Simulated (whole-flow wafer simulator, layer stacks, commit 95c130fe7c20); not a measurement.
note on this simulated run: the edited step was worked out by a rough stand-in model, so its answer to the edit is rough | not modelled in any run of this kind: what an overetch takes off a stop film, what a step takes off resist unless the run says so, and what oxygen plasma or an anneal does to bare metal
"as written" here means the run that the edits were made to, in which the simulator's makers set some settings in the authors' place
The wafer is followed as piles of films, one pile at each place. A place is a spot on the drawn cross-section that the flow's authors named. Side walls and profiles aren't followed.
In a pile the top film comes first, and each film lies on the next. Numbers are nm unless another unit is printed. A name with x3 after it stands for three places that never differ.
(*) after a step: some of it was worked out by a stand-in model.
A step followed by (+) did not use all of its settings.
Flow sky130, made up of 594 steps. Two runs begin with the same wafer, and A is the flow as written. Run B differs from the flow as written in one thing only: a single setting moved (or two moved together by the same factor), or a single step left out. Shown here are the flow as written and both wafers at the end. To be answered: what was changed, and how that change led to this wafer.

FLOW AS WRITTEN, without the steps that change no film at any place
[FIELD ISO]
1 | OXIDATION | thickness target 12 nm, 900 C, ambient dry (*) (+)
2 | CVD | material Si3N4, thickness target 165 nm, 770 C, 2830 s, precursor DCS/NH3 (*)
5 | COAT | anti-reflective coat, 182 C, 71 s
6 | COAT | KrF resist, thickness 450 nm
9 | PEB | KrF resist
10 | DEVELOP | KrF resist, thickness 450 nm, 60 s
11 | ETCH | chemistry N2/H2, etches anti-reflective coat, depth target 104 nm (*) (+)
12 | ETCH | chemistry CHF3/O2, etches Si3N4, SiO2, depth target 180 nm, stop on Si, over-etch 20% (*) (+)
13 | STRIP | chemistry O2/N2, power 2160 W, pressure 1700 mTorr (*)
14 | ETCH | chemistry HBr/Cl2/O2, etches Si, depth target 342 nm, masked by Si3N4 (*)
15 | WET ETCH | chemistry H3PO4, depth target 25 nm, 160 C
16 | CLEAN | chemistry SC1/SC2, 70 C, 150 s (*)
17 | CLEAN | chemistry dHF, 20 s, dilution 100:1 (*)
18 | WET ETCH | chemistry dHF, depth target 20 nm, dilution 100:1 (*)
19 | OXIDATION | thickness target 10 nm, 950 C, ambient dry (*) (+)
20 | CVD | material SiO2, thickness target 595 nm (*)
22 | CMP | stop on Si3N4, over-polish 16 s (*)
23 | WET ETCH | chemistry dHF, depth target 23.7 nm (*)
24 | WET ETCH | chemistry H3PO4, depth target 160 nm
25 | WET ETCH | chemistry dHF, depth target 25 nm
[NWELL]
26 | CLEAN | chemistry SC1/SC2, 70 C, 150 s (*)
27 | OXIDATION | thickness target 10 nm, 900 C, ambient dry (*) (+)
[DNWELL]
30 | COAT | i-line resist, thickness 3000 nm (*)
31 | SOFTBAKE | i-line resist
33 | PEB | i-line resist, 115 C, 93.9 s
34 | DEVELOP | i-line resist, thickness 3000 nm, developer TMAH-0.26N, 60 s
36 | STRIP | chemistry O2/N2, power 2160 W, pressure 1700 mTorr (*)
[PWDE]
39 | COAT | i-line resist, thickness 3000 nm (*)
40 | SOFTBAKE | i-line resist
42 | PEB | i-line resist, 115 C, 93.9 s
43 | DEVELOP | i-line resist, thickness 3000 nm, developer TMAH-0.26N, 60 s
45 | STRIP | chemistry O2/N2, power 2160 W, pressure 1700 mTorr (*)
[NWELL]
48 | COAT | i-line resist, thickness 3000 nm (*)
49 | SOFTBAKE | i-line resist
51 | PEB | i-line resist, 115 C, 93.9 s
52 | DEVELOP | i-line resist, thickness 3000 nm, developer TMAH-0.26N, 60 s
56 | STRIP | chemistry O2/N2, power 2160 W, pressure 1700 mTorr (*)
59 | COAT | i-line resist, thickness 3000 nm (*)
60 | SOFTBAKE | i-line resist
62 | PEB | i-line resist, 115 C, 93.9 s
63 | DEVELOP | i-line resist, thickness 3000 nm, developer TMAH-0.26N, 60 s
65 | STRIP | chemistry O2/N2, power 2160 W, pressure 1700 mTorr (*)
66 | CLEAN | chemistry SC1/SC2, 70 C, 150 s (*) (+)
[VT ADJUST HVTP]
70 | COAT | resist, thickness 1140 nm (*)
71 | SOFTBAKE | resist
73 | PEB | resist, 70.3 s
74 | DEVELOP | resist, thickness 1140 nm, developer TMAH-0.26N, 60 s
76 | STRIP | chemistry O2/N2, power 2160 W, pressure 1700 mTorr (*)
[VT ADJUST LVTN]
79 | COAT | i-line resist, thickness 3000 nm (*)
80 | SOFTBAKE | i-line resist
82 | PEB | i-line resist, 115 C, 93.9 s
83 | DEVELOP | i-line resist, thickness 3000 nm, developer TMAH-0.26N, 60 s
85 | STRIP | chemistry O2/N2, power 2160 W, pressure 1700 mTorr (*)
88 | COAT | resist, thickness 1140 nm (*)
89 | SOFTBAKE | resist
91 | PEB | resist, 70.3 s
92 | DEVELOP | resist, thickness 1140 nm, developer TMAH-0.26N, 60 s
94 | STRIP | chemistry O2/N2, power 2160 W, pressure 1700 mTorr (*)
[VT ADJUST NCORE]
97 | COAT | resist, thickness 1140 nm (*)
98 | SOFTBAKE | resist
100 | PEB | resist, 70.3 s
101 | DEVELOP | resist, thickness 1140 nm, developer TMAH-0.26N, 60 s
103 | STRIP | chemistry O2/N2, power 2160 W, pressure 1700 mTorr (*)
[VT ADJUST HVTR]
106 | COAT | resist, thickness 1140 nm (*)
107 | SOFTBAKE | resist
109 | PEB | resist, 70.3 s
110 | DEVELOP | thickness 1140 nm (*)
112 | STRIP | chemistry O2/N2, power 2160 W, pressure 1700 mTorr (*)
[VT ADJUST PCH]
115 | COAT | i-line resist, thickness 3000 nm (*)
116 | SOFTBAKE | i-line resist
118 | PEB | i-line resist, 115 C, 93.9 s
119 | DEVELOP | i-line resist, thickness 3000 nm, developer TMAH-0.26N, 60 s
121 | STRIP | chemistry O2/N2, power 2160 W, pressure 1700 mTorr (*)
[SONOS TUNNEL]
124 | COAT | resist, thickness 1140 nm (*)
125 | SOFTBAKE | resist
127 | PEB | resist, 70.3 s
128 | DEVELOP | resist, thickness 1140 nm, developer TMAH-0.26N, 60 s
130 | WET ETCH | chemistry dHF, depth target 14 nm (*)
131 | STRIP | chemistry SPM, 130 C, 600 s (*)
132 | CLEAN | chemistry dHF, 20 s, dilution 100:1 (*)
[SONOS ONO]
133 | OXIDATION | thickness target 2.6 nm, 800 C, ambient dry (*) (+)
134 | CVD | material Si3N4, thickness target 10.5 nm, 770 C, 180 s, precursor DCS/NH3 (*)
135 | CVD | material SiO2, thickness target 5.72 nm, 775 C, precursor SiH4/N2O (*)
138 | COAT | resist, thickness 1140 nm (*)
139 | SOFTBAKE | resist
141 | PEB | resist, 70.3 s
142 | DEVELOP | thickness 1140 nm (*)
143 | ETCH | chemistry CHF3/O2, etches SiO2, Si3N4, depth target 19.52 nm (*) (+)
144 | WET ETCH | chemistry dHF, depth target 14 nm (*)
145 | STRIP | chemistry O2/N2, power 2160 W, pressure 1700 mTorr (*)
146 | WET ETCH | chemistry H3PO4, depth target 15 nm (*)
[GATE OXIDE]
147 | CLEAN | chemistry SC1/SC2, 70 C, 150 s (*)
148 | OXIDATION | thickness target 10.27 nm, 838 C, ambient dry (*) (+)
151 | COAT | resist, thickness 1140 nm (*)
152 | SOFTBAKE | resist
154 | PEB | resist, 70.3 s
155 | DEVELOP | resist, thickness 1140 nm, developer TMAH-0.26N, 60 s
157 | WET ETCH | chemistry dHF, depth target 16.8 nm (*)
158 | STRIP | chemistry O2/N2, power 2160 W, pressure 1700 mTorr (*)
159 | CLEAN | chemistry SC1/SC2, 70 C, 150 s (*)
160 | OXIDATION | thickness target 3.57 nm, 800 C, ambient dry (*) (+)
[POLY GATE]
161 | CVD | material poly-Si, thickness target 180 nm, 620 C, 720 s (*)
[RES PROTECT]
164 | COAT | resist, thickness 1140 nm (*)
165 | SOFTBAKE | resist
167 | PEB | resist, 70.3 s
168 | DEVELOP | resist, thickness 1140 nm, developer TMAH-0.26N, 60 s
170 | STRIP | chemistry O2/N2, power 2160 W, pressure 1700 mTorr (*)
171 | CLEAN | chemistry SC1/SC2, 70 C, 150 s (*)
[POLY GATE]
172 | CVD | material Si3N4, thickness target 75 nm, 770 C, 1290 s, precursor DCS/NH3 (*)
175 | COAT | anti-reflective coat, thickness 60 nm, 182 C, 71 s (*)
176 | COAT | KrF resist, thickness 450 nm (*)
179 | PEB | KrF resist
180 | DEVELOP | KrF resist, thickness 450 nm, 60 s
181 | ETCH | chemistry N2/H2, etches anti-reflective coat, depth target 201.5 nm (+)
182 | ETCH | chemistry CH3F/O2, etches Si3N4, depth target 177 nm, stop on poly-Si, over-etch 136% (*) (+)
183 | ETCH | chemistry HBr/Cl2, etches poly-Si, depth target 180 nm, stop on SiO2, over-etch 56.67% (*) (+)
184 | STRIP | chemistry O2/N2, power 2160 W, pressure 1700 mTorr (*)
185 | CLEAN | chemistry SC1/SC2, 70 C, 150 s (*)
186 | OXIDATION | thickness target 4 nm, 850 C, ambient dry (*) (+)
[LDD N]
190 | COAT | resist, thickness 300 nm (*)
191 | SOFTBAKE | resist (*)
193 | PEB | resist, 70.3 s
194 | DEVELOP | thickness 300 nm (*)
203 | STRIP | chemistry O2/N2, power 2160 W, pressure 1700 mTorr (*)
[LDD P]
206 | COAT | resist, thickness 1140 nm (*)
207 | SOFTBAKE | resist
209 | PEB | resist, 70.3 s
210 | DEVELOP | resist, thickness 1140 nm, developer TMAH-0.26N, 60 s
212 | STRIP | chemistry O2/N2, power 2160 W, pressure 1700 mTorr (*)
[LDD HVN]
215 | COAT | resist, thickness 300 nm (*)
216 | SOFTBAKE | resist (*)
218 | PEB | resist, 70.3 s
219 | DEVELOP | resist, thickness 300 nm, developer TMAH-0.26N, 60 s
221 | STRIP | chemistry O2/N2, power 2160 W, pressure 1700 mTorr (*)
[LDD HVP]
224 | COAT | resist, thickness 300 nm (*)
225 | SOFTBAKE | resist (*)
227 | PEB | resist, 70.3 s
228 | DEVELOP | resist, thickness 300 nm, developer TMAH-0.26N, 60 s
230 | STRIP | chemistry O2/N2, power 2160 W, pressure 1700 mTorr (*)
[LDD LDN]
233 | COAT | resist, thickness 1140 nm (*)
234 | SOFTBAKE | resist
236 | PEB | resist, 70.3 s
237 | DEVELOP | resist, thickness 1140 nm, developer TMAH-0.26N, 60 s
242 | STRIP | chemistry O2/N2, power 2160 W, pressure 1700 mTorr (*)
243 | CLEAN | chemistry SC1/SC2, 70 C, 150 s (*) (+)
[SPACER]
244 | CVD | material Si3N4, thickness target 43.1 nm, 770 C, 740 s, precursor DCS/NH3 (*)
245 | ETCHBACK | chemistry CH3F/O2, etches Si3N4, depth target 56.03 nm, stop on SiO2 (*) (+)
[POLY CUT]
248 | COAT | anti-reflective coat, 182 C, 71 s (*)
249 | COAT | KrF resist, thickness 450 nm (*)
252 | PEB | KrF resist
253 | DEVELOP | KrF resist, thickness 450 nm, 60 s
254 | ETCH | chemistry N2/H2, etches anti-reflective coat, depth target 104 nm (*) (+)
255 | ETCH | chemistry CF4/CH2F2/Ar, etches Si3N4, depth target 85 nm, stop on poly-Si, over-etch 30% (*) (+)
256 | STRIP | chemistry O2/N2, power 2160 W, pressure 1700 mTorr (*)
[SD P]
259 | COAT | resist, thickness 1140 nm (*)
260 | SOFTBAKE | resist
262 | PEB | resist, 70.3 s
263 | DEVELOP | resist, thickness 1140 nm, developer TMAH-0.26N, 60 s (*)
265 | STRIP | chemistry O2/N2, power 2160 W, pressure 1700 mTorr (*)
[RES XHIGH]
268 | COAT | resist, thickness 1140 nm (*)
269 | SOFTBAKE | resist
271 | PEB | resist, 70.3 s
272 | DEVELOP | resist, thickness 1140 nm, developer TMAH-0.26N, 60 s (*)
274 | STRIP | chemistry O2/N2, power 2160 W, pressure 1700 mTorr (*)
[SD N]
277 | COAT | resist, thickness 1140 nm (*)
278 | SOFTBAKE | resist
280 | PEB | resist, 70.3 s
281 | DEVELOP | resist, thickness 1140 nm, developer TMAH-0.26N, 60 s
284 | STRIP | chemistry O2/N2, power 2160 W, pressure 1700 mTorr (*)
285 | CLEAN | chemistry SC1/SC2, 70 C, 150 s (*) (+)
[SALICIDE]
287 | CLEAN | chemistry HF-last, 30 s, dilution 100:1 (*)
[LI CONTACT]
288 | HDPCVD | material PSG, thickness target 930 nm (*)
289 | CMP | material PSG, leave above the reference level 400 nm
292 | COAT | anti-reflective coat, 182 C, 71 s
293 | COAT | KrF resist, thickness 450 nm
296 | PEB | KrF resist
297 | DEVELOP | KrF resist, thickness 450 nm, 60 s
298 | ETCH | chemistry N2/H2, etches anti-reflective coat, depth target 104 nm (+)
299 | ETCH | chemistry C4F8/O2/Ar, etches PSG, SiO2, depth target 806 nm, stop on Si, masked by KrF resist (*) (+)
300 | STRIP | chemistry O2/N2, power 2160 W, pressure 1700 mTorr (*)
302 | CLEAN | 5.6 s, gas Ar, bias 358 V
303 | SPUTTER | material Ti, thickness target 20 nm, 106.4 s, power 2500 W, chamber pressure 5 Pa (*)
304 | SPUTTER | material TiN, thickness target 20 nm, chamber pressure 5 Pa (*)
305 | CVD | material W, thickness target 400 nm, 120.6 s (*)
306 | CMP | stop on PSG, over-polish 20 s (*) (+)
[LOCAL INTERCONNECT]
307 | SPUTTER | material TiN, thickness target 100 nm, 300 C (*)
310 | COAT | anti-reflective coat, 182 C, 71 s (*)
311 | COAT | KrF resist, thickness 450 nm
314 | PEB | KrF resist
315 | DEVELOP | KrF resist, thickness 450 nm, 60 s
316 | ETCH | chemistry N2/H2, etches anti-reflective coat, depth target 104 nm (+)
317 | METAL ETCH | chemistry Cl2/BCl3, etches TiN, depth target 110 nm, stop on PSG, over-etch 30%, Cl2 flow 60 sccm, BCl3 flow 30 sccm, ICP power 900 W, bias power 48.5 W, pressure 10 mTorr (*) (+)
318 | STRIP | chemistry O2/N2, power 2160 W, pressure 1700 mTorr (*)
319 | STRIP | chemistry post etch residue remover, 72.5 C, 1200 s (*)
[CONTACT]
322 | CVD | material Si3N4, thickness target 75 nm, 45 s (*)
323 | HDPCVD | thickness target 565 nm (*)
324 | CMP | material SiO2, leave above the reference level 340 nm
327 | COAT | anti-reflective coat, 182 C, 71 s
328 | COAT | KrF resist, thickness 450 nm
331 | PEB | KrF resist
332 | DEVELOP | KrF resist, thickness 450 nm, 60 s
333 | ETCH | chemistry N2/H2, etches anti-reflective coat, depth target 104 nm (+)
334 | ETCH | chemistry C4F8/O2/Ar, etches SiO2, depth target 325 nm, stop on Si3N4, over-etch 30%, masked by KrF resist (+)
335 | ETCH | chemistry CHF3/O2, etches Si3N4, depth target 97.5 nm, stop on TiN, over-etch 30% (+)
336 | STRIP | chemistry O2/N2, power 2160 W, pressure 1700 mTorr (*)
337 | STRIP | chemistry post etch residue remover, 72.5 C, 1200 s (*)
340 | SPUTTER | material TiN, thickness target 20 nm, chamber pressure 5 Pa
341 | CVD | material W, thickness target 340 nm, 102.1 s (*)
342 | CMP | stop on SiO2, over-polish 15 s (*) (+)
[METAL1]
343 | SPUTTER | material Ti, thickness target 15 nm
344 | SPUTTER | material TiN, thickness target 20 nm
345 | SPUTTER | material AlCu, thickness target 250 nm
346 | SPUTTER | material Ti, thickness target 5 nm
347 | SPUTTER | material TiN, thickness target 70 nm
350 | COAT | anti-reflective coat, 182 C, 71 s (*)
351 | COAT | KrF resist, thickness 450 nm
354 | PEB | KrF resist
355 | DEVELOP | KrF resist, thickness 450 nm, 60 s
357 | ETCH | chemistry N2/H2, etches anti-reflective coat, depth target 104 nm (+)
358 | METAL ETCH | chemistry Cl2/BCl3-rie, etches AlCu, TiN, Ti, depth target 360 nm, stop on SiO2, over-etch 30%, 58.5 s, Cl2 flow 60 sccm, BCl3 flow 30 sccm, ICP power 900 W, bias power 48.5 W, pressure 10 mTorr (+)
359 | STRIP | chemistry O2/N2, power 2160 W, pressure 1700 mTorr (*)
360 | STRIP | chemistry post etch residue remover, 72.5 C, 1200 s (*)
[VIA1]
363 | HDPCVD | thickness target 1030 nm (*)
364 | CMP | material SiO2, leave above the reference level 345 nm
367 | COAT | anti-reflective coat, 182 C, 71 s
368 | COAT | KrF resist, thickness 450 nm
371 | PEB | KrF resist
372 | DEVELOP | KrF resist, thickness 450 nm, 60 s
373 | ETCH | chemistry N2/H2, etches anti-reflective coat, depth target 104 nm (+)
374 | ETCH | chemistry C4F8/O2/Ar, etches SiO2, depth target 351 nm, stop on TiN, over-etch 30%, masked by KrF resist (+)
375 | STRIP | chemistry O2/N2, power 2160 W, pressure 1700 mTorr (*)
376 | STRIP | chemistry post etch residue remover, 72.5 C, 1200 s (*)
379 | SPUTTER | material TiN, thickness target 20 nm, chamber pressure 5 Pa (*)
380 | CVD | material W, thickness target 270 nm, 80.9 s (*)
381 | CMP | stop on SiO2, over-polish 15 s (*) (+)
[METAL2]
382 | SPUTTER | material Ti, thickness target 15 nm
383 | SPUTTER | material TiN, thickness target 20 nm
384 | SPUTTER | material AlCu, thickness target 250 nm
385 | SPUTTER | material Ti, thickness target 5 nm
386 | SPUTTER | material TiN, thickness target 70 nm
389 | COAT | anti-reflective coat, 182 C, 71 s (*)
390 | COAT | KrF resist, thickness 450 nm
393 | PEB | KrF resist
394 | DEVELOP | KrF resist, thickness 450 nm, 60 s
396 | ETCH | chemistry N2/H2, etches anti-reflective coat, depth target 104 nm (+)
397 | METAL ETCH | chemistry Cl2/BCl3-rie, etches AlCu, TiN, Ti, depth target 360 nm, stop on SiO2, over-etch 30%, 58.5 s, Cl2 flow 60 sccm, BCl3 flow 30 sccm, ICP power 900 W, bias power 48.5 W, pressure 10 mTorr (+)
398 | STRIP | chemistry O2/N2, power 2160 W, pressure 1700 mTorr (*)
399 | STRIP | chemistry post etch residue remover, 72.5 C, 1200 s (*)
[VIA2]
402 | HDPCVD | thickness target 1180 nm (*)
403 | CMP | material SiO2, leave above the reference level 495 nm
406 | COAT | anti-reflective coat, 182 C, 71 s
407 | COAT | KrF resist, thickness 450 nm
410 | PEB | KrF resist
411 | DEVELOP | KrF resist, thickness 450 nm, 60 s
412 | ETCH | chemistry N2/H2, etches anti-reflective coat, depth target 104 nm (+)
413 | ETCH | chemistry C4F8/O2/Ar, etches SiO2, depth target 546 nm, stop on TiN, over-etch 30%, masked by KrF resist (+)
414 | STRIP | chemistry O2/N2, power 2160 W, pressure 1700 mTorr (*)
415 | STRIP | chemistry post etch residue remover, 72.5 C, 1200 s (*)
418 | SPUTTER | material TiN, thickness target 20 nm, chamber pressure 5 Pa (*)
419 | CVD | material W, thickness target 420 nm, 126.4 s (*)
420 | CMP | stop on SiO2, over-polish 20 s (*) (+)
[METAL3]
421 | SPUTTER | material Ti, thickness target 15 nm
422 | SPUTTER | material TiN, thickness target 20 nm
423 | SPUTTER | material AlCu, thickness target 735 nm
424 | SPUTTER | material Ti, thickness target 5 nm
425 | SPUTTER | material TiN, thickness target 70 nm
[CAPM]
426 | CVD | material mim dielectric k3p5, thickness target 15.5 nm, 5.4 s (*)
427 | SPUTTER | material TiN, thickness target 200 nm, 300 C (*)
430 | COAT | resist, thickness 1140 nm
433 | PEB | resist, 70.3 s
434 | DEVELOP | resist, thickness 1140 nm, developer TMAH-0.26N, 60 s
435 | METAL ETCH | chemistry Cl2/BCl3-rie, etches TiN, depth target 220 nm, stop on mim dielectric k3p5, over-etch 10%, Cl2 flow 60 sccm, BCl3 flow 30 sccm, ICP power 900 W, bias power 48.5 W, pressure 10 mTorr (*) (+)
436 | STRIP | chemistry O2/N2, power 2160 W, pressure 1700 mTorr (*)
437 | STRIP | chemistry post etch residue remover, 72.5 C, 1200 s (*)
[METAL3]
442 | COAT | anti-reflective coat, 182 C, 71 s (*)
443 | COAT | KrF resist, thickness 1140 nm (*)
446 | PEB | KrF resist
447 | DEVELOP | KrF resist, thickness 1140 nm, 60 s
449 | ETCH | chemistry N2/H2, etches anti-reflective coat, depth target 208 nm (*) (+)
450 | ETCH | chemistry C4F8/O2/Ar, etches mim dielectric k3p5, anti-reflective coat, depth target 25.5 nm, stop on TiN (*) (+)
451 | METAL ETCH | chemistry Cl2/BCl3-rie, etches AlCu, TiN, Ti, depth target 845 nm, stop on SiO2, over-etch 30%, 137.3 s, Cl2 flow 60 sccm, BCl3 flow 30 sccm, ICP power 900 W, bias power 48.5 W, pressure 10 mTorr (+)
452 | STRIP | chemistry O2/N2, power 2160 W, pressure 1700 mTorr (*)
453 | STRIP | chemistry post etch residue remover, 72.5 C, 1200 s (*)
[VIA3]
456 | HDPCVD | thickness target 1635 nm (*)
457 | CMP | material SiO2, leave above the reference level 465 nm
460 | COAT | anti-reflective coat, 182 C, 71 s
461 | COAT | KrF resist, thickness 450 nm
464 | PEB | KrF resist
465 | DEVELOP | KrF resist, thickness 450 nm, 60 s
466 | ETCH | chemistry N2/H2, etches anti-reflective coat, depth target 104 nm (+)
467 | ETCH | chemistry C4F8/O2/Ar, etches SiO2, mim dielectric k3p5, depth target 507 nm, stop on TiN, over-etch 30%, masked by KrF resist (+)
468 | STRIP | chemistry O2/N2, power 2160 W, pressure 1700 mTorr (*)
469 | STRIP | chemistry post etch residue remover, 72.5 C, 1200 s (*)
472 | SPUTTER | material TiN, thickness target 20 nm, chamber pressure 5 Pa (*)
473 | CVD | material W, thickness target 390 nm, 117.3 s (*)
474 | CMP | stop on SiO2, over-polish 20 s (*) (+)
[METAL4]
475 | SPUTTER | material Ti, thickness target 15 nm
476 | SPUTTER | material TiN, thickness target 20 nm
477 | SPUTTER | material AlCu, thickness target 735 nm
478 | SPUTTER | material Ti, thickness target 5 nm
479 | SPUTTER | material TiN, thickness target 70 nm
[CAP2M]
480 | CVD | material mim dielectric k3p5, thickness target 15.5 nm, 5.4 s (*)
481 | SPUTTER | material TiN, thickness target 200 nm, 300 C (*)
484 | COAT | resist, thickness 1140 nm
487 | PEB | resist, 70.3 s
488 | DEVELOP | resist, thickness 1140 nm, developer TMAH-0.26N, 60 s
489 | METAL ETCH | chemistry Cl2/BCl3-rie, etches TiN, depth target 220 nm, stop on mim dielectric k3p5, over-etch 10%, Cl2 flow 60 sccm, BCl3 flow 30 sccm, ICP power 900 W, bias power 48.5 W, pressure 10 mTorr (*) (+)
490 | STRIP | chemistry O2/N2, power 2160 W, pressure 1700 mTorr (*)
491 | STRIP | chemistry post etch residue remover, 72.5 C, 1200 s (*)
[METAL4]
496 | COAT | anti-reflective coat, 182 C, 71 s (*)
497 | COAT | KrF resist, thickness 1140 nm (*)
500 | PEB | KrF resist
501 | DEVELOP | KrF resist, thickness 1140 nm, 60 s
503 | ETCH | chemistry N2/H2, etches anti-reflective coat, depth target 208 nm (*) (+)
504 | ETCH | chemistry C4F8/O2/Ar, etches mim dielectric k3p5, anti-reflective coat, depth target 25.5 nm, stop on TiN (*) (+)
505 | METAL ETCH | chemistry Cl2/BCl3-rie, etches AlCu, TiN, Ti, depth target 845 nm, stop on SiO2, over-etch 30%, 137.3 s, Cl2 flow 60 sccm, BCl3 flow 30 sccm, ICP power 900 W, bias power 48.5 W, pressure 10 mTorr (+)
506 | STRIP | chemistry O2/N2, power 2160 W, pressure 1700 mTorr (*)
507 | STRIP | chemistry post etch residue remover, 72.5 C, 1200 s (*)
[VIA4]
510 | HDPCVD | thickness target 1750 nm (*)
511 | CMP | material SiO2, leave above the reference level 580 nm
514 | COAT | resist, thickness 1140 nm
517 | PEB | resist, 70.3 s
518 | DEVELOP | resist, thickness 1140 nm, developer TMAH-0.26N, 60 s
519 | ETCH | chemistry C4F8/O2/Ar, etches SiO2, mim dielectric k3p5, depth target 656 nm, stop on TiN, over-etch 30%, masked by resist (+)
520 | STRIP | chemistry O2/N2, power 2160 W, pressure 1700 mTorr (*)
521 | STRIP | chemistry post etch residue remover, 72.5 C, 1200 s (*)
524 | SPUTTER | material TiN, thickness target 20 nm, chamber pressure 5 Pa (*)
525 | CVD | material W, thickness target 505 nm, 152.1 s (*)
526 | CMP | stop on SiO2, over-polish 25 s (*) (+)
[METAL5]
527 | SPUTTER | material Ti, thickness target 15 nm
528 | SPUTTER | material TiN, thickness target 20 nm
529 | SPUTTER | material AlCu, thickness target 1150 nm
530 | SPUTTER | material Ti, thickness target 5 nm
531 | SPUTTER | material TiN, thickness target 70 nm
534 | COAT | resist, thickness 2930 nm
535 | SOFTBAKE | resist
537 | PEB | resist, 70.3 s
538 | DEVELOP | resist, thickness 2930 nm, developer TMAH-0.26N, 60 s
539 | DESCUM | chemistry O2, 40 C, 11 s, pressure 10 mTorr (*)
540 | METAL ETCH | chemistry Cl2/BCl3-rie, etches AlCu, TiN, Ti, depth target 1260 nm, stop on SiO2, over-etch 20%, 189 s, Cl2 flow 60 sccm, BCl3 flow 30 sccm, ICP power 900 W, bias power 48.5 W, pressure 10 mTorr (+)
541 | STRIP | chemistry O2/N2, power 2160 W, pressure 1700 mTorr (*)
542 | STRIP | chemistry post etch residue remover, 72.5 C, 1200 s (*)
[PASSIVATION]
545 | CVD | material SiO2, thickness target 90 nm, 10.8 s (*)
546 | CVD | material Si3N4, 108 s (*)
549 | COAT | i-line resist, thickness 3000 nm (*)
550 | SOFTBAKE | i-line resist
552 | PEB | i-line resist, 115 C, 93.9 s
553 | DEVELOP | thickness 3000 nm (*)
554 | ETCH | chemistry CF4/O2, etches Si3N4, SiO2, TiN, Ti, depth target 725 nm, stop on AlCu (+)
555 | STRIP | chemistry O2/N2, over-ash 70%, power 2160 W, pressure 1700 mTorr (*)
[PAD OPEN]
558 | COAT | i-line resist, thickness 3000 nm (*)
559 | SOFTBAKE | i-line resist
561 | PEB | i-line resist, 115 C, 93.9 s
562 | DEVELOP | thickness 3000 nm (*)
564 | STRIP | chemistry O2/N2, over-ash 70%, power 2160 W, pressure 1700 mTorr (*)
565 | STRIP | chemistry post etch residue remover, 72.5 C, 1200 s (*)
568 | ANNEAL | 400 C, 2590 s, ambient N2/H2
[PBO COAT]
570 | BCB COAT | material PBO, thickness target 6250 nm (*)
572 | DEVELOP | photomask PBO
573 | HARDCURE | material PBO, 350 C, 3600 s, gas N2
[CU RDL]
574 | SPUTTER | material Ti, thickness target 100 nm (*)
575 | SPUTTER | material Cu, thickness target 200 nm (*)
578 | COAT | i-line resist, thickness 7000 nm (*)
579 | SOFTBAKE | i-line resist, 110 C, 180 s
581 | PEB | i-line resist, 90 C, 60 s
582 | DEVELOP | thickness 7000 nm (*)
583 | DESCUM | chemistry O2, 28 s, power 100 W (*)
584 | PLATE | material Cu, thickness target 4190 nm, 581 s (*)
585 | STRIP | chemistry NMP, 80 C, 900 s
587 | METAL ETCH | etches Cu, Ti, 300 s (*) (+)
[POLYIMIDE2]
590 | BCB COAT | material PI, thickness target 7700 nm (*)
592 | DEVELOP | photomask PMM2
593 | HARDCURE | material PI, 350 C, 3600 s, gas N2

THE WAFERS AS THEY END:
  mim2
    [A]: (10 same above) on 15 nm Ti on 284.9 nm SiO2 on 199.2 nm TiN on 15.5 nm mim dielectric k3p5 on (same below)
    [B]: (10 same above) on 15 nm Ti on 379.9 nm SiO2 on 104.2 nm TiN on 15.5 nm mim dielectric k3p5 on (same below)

Cause: step 481, SPUTTER: thickness target 105 nm was run, though the flow has thickness target 200 nm.

How this came from the change, step by step:
  481 | SPUTTER | material TiN, thickness target 200 nm, 300 C (*)
      field, active, n_well and 189 more: A +200 TiN (new film) | B +105 TiN (new film)
  489 | METAL ETCH | chemistry Cl2/BCl3-rie, etches TiN, depth target 220 nm, stop on mim dielectric k3p5, over-etch 10%, Cl2 flow 60 sccm, BCl3 flow 30 sccm, ICP power 900 W, bias power 48.5 W, pressure 10 mTorr (*) (+)
      field, active, n_well and 188 more: A -200 TiN (all of it) | B -105 TiN (all of it)
      mim2: A -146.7 resist | B -77 resist
  490 | STRIP | chemistry O2/N2, power 2160 W, pressure 1700 mTorr (*)
      mim2: A -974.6 resist (all of it) | B -1044.3 resist (all of it)
  496 | COAT | anti-reflective coat, 182 C, 71 s (*)
      iso_guard__w2: A +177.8 anti-reflective coat (new film) | B +118 anti-reflective coat (new film)
      mim2: A +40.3 anti-reflective coat (new film) | B +31.1 anti-reflective coat (new film)
  497 | COAT | KrF resist, thickness 1140 nm (*)
      iso_guard__w2: A +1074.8 KrF resist (new film) | B +1115.2 KrF resist (new film)
      mim2: A +1018.9 KrF resist (new film) | B +1099.4 KrF resist (new film)
  506 | STRIP | chemistry O2/N2, power 2160 W, pressure 1700 mTorr (*)
      iso_guard__w2: A -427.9 KrF resist (all of it), -177.8 anti-reflective coat (all of it) | B -468.2 KrF resist (all of it), -118 anti-reflective coat (all of it)
      mim2: A -372.1 KrF resist (all of it), -40.3 anti-reflective coat (all of it) | B -452.4 KrF resist (all of it), -31.1 anti-reflective coat (all of it)
  511 | CMP | material SiO2, leave above the reference level 580 nm
      mim2: A -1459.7 SiO2 | B -1364.7 SiO2
